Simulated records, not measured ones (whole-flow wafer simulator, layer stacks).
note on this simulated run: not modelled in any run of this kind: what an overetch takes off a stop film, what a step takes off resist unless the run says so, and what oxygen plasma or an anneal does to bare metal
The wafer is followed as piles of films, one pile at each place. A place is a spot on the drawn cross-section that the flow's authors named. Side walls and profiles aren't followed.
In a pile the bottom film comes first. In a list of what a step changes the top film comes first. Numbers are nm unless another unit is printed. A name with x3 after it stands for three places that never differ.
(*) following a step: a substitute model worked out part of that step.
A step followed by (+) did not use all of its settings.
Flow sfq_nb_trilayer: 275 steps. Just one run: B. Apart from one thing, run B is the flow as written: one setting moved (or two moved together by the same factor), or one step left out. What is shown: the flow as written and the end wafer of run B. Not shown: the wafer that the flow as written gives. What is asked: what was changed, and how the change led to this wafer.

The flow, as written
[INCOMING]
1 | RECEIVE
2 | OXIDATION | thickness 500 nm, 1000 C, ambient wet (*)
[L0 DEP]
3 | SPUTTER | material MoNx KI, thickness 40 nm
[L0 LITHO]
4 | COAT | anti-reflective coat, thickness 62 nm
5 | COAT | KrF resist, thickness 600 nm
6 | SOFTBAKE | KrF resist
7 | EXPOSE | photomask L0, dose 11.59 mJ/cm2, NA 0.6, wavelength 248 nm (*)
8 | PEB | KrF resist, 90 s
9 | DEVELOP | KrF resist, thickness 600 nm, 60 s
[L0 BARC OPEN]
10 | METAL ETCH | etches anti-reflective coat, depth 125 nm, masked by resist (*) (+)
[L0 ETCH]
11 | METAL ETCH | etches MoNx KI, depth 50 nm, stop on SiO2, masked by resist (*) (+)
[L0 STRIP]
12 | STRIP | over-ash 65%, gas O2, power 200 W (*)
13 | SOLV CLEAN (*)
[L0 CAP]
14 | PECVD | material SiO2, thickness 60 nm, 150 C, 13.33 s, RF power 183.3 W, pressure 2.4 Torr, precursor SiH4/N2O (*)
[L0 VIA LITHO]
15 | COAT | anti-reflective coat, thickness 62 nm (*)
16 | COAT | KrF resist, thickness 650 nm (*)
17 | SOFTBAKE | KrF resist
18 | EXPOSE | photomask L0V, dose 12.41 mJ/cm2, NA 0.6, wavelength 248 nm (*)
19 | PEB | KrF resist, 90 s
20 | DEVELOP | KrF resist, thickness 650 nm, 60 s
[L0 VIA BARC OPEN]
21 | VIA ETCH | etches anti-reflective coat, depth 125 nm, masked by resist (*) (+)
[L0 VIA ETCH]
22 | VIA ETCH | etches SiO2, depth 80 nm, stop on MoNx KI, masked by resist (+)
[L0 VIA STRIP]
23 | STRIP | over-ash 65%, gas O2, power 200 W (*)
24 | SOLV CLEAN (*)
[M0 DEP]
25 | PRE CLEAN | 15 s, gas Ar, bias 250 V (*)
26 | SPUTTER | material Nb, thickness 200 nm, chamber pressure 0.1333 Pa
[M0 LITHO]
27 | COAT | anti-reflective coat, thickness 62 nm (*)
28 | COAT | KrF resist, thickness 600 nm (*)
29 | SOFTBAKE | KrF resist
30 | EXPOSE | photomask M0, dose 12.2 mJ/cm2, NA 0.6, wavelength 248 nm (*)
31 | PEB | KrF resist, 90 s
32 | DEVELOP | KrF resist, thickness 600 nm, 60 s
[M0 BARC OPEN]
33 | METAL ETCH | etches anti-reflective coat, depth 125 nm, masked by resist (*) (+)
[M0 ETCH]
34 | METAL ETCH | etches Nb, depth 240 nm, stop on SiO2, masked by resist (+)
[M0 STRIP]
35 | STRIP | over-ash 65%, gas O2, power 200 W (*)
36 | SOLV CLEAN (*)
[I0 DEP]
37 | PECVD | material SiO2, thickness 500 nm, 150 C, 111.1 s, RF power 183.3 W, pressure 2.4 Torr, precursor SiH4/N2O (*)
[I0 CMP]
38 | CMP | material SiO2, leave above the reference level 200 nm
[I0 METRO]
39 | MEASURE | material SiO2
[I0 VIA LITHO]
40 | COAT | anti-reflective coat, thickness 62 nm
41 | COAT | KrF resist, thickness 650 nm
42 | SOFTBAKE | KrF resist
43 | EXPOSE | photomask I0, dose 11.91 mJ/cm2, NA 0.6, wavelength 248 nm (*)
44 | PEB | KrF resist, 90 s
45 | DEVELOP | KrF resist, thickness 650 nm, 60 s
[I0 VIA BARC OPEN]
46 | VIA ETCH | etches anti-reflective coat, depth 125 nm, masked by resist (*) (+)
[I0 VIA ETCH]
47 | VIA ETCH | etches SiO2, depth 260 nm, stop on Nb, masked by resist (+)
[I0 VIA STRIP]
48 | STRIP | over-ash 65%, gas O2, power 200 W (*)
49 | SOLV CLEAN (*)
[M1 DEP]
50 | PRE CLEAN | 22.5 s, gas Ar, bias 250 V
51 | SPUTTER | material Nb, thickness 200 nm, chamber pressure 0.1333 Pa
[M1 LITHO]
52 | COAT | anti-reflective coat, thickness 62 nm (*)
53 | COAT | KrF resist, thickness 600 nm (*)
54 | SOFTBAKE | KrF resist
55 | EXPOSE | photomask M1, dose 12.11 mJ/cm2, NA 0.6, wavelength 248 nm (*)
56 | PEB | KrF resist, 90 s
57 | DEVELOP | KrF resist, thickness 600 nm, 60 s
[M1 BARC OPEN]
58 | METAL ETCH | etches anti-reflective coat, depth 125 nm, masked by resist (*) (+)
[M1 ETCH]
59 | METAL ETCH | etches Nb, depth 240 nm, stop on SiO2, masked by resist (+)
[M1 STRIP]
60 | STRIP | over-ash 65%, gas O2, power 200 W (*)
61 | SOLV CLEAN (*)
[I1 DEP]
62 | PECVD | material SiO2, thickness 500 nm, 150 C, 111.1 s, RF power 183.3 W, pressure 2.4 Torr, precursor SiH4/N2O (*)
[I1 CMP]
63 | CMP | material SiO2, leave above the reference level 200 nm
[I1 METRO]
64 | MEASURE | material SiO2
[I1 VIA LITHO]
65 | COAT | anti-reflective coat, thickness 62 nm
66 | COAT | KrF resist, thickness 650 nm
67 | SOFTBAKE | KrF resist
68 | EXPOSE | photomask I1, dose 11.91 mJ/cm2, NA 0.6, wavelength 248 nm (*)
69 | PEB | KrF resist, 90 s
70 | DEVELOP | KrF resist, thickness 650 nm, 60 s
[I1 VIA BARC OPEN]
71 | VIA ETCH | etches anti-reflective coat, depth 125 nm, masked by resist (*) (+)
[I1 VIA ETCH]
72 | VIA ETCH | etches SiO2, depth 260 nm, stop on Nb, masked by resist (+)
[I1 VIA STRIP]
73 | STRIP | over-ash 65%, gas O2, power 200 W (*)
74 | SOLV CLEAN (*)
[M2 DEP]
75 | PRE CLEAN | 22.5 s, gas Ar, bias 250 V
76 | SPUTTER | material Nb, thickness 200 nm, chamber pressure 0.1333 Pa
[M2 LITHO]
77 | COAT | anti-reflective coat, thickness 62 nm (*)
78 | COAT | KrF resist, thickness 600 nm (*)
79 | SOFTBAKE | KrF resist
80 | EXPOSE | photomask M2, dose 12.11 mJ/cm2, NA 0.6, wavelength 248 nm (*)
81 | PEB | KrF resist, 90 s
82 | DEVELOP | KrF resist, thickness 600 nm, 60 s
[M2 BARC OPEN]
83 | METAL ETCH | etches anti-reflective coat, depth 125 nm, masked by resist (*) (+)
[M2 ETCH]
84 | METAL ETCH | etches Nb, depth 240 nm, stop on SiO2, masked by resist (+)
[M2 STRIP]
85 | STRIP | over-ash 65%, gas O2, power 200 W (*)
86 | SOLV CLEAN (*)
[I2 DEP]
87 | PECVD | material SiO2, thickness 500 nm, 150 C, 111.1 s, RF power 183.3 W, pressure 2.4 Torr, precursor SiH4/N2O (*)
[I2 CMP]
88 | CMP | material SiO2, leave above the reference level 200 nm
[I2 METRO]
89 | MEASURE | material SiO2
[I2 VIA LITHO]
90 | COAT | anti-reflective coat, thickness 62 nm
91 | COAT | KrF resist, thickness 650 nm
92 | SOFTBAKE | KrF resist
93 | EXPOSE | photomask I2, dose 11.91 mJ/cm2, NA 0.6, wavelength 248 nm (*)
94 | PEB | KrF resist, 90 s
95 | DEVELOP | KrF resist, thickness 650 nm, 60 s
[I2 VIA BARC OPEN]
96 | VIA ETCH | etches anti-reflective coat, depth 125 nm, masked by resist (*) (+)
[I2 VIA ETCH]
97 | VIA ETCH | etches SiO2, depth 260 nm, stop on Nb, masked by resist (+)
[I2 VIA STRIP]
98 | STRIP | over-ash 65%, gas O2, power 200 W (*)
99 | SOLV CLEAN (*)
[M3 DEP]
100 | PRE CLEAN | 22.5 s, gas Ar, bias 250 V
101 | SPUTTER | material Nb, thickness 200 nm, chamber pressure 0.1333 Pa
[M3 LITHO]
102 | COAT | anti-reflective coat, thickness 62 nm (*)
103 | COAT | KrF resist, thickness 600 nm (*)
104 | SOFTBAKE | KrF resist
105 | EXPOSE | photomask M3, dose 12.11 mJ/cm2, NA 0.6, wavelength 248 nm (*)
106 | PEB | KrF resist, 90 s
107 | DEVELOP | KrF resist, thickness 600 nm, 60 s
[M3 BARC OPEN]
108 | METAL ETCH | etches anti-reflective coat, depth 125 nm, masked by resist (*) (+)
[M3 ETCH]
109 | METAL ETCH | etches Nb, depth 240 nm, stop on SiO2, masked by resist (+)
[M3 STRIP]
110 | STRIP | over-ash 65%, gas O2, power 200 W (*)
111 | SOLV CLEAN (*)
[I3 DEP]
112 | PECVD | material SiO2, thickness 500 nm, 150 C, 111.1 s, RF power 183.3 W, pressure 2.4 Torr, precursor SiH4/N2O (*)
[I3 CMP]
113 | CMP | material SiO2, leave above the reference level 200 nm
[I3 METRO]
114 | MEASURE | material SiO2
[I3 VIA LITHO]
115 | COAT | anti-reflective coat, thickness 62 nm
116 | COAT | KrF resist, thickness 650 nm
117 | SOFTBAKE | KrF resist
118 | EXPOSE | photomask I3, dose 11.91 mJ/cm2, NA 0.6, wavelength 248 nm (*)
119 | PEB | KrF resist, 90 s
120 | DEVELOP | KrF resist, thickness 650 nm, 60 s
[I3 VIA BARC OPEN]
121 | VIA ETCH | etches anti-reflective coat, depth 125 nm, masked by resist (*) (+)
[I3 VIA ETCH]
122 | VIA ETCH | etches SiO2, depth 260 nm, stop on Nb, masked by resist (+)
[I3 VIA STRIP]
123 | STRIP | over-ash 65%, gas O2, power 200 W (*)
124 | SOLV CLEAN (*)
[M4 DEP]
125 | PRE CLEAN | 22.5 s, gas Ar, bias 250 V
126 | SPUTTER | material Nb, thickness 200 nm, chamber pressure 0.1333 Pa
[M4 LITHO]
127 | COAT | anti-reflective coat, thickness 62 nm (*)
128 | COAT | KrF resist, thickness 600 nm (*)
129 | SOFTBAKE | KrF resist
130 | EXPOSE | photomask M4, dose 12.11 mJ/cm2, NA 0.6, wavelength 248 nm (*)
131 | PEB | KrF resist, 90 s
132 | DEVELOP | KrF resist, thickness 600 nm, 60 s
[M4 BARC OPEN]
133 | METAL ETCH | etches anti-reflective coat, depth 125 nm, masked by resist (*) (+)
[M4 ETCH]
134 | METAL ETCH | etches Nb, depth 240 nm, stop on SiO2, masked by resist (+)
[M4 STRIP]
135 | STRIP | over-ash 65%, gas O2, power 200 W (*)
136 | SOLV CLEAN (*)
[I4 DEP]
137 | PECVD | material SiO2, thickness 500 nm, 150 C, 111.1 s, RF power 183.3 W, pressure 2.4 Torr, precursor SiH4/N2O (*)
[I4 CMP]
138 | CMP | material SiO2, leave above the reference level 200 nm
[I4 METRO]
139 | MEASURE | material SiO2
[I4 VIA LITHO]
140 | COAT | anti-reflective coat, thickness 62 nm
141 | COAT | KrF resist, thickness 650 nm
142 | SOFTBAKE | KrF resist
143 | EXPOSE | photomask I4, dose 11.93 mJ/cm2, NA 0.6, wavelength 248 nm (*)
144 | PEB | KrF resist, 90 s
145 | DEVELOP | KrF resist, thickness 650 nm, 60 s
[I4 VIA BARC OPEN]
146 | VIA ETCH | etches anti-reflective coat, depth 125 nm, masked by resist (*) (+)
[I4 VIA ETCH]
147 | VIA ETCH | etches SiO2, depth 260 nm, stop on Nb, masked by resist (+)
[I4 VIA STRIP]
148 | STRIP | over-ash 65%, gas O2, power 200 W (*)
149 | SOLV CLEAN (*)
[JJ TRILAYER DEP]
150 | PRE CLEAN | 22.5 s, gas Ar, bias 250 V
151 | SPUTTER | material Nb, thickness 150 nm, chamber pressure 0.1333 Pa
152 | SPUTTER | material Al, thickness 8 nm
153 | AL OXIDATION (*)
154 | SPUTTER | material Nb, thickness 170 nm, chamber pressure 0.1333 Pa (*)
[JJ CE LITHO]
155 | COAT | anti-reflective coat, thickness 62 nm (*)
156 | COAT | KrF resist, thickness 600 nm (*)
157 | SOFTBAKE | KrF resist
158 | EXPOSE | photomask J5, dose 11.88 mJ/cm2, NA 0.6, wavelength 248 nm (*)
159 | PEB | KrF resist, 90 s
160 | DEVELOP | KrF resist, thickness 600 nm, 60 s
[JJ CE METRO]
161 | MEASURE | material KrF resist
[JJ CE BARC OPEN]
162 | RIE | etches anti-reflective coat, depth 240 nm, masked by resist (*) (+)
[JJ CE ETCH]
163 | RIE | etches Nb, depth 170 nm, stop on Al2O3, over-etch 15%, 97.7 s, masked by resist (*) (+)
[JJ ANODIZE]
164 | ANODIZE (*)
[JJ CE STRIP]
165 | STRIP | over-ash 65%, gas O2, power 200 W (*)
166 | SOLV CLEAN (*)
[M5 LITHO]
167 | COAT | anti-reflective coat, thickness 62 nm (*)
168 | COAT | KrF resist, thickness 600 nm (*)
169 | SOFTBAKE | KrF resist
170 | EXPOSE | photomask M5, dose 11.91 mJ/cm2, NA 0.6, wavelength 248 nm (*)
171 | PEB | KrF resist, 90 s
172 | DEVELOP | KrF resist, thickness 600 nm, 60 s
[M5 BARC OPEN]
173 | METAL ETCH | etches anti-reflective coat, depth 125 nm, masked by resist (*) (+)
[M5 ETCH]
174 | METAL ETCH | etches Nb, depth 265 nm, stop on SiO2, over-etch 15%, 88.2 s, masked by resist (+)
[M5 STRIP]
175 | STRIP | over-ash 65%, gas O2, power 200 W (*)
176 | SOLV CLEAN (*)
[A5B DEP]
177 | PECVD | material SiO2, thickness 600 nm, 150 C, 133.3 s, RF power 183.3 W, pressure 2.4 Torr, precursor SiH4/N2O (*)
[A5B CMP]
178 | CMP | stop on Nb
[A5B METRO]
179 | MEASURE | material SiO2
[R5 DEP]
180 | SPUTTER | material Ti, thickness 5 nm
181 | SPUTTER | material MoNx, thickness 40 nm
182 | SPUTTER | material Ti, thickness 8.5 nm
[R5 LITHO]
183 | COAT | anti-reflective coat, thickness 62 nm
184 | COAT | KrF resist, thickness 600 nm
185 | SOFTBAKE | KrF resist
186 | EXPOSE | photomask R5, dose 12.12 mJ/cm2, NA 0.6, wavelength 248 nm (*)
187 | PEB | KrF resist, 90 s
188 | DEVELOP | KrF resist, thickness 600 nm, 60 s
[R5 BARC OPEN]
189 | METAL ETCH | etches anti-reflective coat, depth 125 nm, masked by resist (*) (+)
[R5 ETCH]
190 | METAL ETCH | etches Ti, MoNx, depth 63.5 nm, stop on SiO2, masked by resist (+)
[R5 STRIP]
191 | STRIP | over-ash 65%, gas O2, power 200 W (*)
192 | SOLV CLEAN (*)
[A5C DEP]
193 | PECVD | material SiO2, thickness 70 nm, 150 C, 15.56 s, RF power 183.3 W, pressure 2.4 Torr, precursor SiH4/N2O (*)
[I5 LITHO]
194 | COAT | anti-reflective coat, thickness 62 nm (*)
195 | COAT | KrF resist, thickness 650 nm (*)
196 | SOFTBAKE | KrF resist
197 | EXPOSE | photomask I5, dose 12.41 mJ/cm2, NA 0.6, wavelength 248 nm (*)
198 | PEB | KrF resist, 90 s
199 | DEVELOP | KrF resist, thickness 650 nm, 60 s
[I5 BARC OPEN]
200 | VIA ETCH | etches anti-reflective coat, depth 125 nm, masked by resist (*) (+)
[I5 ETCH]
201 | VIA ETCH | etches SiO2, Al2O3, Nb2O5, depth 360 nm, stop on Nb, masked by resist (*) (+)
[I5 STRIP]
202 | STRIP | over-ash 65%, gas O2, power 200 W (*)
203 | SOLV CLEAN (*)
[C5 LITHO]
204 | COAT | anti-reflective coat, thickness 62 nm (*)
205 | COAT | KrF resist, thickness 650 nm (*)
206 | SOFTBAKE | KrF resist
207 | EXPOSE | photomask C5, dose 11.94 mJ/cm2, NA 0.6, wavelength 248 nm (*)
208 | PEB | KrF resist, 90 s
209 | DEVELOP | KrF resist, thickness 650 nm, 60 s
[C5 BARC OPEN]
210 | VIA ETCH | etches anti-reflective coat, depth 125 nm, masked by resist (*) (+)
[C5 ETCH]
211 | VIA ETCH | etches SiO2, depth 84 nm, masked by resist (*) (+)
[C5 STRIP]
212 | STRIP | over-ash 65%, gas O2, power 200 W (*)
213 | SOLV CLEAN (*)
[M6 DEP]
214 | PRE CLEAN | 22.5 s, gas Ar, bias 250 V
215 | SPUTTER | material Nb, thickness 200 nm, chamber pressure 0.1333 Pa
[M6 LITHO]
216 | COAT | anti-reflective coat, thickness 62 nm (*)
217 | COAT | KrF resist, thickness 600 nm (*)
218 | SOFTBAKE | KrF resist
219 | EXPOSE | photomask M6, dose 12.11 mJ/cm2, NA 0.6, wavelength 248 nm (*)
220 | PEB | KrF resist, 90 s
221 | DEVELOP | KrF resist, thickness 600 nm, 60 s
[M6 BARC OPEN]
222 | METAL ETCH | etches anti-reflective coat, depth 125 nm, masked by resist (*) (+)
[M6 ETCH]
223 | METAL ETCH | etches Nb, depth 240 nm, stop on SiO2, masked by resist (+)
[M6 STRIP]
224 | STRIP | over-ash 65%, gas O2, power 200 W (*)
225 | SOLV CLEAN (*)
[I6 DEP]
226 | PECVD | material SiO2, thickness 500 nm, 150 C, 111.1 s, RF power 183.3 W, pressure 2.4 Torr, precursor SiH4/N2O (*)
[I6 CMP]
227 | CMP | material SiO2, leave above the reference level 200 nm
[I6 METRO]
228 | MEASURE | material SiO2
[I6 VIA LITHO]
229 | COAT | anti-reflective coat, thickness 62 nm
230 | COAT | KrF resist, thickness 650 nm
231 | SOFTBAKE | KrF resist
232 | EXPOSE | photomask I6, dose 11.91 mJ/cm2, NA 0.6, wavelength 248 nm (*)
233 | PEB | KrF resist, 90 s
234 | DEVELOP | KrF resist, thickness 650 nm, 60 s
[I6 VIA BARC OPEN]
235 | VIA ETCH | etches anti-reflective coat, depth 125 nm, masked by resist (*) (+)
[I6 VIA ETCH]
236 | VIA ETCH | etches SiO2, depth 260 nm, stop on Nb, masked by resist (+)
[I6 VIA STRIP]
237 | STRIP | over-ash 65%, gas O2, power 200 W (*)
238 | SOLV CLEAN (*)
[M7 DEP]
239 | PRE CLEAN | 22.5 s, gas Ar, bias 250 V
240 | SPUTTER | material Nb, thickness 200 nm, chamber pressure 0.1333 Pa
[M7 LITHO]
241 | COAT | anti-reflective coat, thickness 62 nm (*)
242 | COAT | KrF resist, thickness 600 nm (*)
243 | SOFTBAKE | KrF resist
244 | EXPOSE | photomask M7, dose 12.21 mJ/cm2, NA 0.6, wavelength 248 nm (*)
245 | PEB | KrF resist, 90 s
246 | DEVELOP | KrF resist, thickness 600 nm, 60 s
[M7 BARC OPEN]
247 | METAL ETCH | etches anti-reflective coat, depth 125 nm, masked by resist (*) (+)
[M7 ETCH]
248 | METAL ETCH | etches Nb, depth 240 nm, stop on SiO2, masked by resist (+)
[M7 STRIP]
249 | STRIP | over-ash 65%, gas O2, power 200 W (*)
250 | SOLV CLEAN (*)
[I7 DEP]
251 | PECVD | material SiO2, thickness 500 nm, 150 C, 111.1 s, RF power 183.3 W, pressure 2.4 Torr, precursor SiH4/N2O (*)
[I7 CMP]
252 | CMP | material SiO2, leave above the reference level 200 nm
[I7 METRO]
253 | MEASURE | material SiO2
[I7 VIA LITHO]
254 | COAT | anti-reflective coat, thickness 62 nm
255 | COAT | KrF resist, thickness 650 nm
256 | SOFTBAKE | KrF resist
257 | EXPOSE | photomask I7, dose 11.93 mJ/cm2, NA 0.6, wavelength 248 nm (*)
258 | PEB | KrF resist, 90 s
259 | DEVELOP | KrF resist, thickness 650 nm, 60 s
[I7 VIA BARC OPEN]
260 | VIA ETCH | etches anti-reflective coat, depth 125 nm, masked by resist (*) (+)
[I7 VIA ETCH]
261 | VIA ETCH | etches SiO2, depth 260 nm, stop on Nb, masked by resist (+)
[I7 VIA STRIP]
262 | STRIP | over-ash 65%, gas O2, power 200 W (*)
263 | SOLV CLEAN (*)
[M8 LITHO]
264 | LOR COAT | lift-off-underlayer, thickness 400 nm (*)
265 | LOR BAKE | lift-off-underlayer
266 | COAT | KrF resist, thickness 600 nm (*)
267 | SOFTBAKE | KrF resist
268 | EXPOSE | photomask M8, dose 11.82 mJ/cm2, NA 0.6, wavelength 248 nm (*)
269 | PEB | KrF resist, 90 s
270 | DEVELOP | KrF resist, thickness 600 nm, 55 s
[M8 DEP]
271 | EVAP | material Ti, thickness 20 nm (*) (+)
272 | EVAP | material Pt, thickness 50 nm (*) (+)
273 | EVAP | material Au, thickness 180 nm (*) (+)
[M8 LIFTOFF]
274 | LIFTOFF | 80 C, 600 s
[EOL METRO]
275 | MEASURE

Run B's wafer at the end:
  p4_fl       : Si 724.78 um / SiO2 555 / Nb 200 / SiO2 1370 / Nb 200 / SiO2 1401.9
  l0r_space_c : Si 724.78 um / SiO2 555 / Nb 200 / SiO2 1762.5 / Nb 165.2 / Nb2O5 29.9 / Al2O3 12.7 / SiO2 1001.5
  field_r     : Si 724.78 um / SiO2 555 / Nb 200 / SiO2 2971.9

The reason: step 151, SPUTTER: thickness 176 nm was run, while the flow as written has thickness 150 nm.

The path from the change to this, step by step:
  151 | SPUTTER | material Nb, thickness 150 nm, chamber pressure 0.1333 Pa
      field_l, v_sur, via_sp and 100 more: Nb gains 176 (new film) (it would be, as written: Nb gains 150 (new film))
      via_wl, via_w, via_wr: Nb gains 153.2 (it would be, as written: Nb gains 130.4)
  155 | COAT | anti-reflective coat, thickness 62 nm (*)
      via_wl, via_wr: anti-reflective coat gains 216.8 (new film) (it would be, as written: anti-reflective coat gains 209.4 (new film))
      via_w: anti-reflective coat gains 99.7 (new film) (it would be, as written: anti-reflective coat gains 97.4 (new film))
  162 | RIE | etches anti-reflective coat, depth 240 nm, masked by resist (*) (+)
      ce_l, c5j, ce_r, wl_jj: KrF resist loses 216.8 (it would be, as written: KrF resist loses 209.4)
      via_wl, via_wr: anti-reflective coat loses 216.8 (all of it) (it would be, as written: anti-reflective coat loses 209.4 (all of it))
      (and at 1 other place as well)
  165 | STRIP | over-ash 65%, gas O2, power 200 W (*)
      ce_l: KrF resist loses 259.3 (all of it), anti-reflective coat loses 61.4 (all of it) (it would be, as written: KrF resist loses 266.8 (all of it), anti-reflective coat loses 61.4 (all of it))
      c5j: KrF resist loses 259.4 (all of it), anti-reflective coat loses 61.5 (all of it) (it would be, as written: KrF resist loses 266.9 (all of it), anti-reflective coat loses 61.5 (all of it))
      (and at 2 other places as well)
  167 | COAT | anti-reflective coat, thickness 62 nm (*)
      via_wl: anti-reflective coat gains 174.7 (new film) (it would be, as written: anti-reflective coat gains 170.5 (new film))
      via_wr: anti-reflective coat gains 174.7 (new film) (it would be, as written: anti-reflective coat gains 170.6 (new film))
      (and at 2 other places as well)
  174 | METAL ETCH | etches Nb, depth 265 nm, stop on SiO2, over-etch 15%, 88.2 s, masked by resist (+)
      field_l, r_sur, res and 49 more: Al2O3 loses 12.6 (all of it), Nb2O5 loses 29.9 (all of it), Nb loses 165.2 (all of it), SiO2 loses 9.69 (it would be, as written: Al2O3 loses 12.6 (all of it), Nb2O5 loses 29.9 (all of it), Nb loses 139.2 (all of it), SiO2 loses 12.3)
      wl_a_sl: Al2O3 loses 12.6 (all of it), Nb2O5 loses 29.9 (all of it), Nb loses 165.2 (all of it), SiO2 loses 9.7 (it would be, as written: Al2O3 loses 12.6 (all of it), Nb2O5 loses 29.9 (all of it), Nb loses 139.2 (all of it), SiO2 loses 12.3)
  175 | STRIP | over-ash 65%, gas O2, power 200 W (*)
      via_wl: KrF resist loses 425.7 (all of it), anti-reflective coat loses 174.7 (all of it) (it would be, as written: KrF resist loses 427 (all of it), anti-reflective coat loses 170.5 (all of it))
      via_wr: KrF resist loses 426.3 (all of it), anti-reflective coat loses 174.7 (all of it) (it would be, as written: KrF resist loses 427.6 (all of it), anti-reflective coat loses 170.6 (all of it))
      (and at 2 other places as well)
  178 | CMP | stop on Nb
      field_l, p4_fl, p4_fm and 39 more: SiO2 loses 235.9 (it would be, as written: SiO2 loses 259.3)
      r_sur, res, r_end, moat, field_r, lsp_l: SiO2 loses 228 (it would be, as written: SiO2 loses 252.3)
      (and at 5 other places as well)
